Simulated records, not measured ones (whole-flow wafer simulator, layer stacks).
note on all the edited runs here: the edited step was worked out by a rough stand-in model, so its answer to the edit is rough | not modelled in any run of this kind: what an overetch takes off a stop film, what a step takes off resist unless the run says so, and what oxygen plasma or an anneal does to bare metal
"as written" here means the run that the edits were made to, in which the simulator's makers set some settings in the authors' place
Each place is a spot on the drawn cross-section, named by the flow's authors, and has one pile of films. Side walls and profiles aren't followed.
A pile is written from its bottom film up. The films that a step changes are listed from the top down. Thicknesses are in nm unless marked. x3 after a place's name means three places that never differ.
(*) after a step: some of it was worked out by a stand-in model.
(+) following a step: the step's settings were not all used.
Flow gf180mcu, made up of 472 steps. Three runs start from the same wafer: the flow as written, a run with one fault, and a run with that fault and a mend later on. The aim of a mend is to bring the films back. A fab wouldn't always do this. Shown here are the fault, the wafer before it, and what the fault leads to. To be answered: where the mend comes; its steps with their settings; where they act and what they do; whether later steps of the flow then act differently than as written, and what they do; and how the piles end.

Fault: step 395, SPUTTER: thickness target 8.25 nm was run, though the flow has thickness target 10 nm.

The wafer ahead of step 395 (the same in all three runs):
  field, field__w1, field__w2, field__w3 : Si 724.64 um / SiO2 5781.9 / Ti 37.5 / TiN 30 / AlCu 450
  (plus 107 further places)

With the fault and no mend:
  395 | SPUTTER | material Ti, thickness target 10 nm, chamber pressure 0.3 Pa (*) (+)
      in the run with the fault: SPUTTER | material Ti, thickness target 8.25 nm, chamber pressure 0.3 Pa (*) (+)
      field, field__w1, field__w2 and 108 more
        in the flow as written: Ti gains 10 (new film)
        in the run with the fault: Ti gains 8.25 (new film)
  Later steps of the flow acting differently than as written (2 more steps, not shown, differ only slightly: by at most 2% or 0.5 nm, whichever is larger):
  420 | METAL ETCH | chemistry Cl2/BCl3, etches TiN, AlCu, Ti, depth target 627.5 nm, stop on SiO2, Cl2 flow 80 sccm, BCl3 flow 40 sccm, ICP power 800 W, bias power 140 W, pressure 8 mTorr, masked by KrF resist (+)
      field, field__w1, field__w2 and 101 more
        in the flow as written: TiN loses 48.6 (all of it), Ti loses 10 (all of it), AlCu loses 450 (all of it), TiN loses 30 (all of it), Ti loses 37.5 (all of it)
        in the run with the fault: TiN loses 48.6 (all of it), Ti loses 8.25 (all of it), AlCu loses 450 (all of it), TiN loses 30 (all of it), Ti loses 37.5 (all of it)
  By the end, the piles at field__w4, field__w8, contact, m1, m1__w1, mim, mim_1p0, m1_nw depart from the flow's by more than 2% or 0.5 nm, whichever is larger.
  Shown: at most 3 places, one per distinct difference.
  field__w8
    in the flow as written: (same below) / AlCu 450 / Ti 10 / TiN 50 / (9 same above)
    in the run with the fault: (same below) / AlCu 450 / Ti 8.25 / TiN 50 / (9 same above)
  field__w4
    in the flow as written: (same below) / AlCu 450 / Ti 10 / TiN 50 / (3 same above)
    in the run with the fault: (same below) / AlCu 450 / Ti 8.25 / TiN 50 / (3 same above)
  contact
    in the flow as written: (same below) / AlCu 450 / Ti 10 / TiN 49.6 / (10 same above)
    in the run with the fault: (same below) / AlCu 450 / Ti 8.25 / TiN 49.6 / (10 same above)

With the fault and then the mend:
  After step 395 comes the mend.
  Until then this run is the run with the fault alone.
  395a | SPUTTER | material Ti, thickness target 1.75 nm, chamber pressure 0.3 Pa (*) (+) (the flow's step 395 again, with other settings)
      field, field__w1, field__w2 and 108 more
        Ti gains 1.75
  Every later step of the flow that is run acts as written at every place that is followed.
  The piles end the same as the flow's at every place that both follow.
